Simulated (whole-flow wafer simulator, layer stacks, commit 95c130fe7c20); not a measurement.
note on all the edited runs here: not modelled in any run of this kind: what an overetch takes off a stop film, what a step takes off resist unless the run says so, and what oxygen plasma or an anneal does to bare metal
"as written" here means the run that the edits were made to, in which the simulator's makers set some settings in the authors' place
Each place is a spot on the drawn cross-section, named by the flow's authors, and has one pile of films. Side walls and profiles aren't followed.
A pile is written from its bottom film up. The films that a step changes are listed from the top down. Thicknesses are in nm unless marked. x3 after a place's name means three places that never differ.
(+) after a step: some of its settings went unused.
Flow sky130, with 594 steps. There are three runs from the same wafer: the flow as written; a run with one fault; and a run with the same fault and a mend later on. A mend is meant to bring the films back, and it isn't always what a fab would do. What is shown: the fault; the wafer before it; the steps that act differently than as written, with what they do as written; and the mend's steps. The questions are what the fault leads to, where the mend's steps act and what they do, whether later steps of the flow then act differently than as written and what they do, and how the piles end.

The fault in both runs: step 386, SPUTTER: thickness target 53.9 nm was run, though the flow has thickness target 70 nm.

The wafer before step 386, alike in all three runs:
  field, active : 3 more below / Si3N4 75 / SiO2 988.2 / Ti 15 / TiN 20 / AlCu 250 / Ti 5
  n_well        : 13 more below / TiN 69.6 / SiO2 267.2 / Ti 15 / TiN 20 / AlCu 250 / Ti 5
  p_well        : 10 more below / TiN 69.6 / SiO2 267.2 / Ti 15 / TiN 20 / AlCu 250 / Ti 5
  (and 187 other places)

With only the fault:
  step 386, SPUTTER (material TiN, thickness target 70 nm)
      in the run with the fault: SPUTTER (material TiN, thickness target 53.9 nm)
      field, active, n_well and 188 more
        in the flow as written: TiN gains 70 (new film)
        in the run with the fault: TiN gains 53.9 (new film)
  Later steps of the flow acting differently than as written (9 other steps are not shown; they differ only slightly, by no more than 2% or 0.5 nm, whichever is larger):
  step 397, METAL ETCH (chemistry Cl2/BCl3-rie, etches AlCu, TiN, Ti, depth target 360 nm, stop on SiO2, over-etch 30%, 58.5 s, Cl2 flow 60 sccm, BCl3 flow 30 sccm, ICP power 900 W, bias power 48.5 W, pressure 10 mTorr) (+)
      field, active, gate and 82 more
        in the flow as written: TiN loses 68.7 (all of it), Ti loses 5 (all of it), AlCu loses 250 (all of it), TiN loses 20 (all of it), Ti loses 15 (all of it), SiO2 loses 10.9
        in the run with the fault: TiN loses 52.6 (all of it), Ti loses 5 (all of it), AlCu loses 250 (all of it), TiN loses 20 (all of it), Ti loses 15 (all of it), SiO2 loses 12.5
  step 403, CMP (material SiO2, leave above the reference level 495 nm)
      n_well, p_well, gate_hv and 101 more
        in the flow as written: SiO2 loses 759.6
        in the run with the fault: SiO2 loses 743.5
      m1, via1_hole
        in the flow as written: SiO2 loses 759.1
        in the run with the fault: SiO2 loses 743
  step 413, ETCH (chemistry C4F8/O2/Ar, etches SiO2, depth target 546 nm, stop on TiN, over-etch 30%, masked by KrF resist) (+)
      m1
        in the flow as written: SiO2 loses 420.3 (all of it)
        in the run with the fault: SiO2 loses 436.4 (all of it)
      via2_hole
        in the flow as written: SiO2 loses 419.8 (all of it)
        in the run with the fault: SiO2 loses 435.9 (all of it)
  At n_well, p_well, gate_hv and 103 more, the piles at the end differ from the flow's by more than 2% or 0.5 nm, whichever is larger.
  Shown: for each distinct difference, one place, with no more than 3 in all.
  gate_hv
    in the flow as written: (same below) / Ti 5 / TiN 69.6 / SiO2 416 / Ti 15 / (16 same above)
    in the run with the fault: (same below) / Ti 5 / TiN 53.5 / SiO2 432.1 / Ti 15 / (16 same above)
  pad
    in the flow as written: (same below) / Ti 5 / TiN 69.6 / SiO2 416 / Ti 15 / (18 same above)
    in the run with the fault: (same below) / Ti 5 / TiN 53.5 / SiO2 432.1 / Ti 15 / (18 same above)
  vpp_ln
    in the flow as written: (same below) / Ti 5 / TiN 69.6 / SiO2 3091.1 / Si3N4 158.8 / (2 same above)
    in the run with the fault: (same below) / Ti 5 / TiN 53.5 / SiO2 3107.2 / Si3N4 158.8 / (2 same above)

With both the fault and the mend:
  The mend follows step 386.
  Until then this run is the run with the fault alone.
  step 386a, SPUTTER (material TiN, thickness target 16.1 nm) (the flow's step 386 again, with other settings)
      field, active, n_well and 188 more
        TiN gains 16.1
  None of the later steps of the flow acts differently than as written at any place that is followed.
  The piles end the same as the flow's at every place that both follow.
